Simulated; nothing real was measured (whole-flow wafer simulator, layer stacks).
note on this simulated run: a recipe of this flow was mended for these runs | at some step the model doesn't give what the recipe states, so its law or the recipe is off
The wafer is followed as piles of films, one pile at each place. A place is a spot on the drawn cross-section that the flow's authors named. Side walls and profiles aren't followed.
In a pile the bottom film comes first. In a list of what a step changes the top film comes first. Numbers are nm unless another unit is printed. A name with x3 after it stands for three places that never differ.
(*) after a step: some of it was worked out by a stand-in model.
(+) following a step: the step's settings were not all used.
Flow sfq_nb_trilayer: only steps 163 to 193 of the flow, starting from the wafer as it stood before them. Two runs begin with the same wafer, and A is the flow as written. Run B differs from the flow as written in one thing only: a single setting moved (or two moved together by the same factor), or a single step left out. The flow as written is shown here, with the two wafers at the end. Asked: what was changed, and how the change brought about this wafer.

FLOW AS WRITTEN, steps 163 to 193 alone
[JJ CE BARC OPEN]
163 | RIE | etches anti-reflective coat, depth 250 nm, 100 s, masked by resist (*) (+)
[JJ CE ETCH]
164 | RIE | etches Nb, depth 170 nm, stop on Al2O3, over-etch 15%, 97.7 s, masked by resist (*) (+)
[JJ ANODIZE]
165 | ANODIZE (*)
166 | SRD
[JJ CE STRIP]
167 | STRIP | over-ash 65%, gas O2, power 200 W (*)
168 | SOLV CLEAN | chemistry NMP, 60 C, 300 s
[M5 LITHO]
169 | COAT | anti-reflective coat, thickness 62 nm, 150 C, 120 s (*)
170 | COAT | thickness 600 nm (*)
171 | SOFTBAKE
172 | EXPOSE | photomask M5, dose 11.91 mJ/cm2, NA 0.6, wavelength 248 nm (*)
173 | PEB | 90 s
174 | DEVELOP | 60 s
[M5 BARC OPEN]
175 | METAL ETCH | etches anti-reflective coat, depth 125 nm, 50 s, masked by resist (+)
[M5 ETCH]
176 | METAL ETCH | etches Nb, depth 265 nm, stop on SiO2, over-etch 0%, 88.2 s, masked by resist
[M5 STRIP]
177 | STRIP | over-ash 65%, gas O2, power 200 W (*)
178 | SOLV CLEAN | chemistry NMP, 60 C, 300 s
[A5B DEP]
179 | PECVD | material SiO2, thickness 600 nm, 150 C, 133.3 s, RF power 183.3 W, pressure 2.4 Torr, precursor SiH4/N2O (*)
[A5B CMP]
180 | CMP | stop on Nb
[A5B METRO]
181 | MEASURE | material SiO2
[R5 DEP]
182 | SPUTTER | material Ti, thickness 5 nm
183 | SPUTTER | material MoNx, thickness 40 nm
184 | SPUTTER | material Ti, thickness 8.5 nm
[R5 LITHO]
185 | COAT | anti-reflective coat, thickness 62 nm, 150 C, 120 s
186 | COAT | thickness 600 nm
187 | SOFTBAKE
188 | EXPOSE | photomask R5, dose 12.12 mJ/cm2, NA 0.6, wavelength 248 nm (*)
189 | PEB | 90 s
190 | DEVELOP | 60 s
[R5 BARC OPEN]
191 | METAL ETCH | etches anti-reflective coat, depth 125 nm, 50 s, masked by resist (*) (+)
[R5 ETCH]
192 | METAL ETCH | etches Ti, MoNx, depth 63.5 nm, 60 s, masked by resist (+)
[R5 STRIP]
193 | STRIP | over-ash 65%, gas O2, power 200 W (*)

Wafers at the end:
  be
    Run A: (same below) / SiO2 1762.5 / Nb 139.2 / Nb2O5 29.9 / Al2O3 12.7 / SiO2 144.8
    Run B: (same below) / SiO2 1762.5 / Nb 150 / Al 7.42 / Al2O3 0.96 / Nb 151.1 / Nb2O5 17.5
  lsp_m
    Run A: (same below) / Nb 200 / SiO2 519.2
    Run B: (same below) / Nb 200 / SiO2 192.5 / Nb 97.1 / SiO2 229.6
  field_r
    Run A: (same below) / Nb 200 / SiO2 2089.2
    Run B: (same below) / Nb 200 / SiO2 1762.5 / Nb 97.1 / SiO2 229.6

The reason: step 164, RIE: etches Nb, depth 170 nm, stop on Al2O3, over-etch 15%, 97.7 s, masked by resist (*) (+), was not run.

Step by step, how the change led to this:
  165 | ANODIZE (*)
      field_l, v_sur, via_sp and 96 more: A Al2O3 gains 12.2, Nb2O5 gains 29.9 (new film), Al loses 7.42 (all of it), Nb loses 10.8 | B Nb2O5 gains 52.6 (new film), Nb loses 18.9
      via_wl, via_wr: A Al2O3 gains 7.51 (new film), Nb2O5 gains 39.2 (new film), Al loses 4.55 (all of it), Nb loses 14.1 | B Nb2O5 gains 52.6 (new film), Nb loses 18.9
      (as well as at 1 more place)
  167 | STRIP | over-ash 65%, gas O2, power 200 W (*)
      ce_l: A KrF-resist-other-grade loses 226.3 (all of it), anti-reflective coat loses 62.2 (all of it) | B KrF-resist-other-grade loses 324.1 (all of it), anti-reflective coat loses 62.2 (all of it)
      c5j: A KrF-resist-other-grade loses 226.5 (all of it), anti-reflective coat loses 62.2 (all of it) | B KrF-resist-other-grade loses 324.2 (all of it), anti-reflective coat loses 62.2 (all of it)
      (as well as at 2 more places)
  169 | COAT | anti-reflective coat, thickness 62 nm, 150 C, 120 s (*)
      ce_l, ce_r: A anti-reflective coat gains 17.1 (new film) | B anti-reflective coat gains 80.4 (new film)
      wl_j_sl, wl_j_sr: A anti-reflective coat gains 110.7 (new film) | B anti-reflective coat gains 51.2 (new film)
      (as well as at 23 more places)
  170 | COAT | thickness 600 nm (*)
      via_wl: A KrF-resist-other-grade gains 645 (new film) | B KrF-resist-other-grade gains 662.2 (new film)
      via_w: A KrF-resist-other-grade gains 736.5 (new film) | B KrF-resist-other-grade gains 765.1 (new film)
      (as well as at 15 more places)
  174 | DEVELOP | 60 s
      r_sur: A KrF-resist-other-grade loses 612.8 (all of it) | B KrF-resist-other-grade loses 594.2 (all of it)
      wl_a_sl: A KrF-resist-other-grade loses 619.6 (all of it) | B KrF-resist-other-grade loses 598.9 (all of it)
      (as well as at 1 more place)
  175 | METAL ETCH | etches anti-reflective coat, depth 125 nm, 50 s, masked by resist (+)
      field_l: A anti-reflective coat loses 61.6 (all of it), Al2O3 loses 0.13 | B anti-reflective coat loses 57.8 (all of it)
      r_sur: A anti-reflective coat loses 49.6 (all of it), Al2O3 loses 0.15 | B anti-reflective coat loses 62 (all of it)
      (as well as at 7 more places)
  176 | METAL ETCH | etches Nb, depth 265 nm, stop on SiO2, over-etch 0%, 88.2 s, masked by resist
      field_l, res, r_end and 47 more: A Al2O3 loses 12.6 (all of it), Nb2O5 loses 29.9 (all of it), Nb loses 139.2 (all of it), SiO2 loses 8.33 | B Nb2O5 loses 52.6 (all of it), Nb loses 151.1 (all of it), Al2O3 loses 0.96 (all of it), Al loses 7.42 (all of it), Nb loses 52.9
      r_sur, wl_a_sl, wl_a_m6: A Al2O3 loses 12.5 (all of it), Nb2O5 loses 29.9 (all of it), Nb loses 139.2 (all of it), SiO2 loses 8.33 | B Nb2O5 loses 52.6 (all of it), Nb loses 151.1 (all of it), Al2O3 loses 0.96 (all of it), Al loses 7.42 (all of it), Nb loses 52.9
  177 | STRIP | over-ash 65%, gas O2, power 200 W (*)
      v_sur: A KrF-resist-other-grade loses 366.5 (all of it), anti-reflective coat loses 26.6 (all of it) | B KrF-resist-other-grade loses 357.6 (all of it), anti-reflective coat loses 22.8 (all of it)
      via_wl: A KrF-resist-other-grade loses 418.2 (all of it), anti-reflective coat loses 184 (all of it) | B KrF-resist-other-grade loses 435.3 (all of it), anti-reflective coat loses 184.5 (all of it)
      (as well as at 18 more places)
  179 | PECVD | material SiO2, thickness 600 nm, 150 C, 133.3 s, RF power 183.3 W, pressure 2.4 Torr, precursor SiH4/N2O (*)
      field_l, p4_fl x5, p4_w1 x9 and 27 more: A SiO2 gains 600 | B SiO2 gains 600 (new film)
      r_sur, res, r_end, moat, field_r, lsp_l: A SiO2 gains 593.1 | B SiO2 gains 590.4 (new film)
      (as well as at 5 more places)
  180 | CMP | stop on Nb
      v_sur, via_sp, via_v and 43 more: A SiO2 loses 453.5 | B SiO2 loses 600 (all of it), Nb2O5 loses 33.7
      field_l, p4_fl x5, p4_w1 x9 and 27 more: A SiO2 loses 263.3 | B SiO2 loses 368.7
      (as well as at 14 more places)
  192 | METAL ETCH | etches Ti, MoNx, depth 63.5 nm, 60 s, masked by resist (+)
      v_sur, via_sp, via_v and 39 more: A Ti loses 8.5 (all of it), MoNx loses 40 (all of it), Ti loses 5 (all of it), SiO2 loses 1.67 | B Ti loses 8.5 (all of it), MoNx loses 40 (all of it), Ti loses 5 (all of it), Nb2O5 loses 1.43
If metal films that touch count as one body, be has 3 bodies (between them, from the top down: Al2O3 0.96; SiO2 1762.5); the flow as written gives 2 bodies (between them, from the top down: SiO2 1762.5).
If metal films that touch count as one body, lsp_m has 3 bodies (between them, from the top down: SiO2 192.5; SiO2 1370); the flow as written gives 2 bodies (between them, from the top down: SiO2 1370).
If metal films that touch count as one body, field_r has 2 bodies (between them, from the top down: SiO2 1762.5); the flow as written gives 1 body.
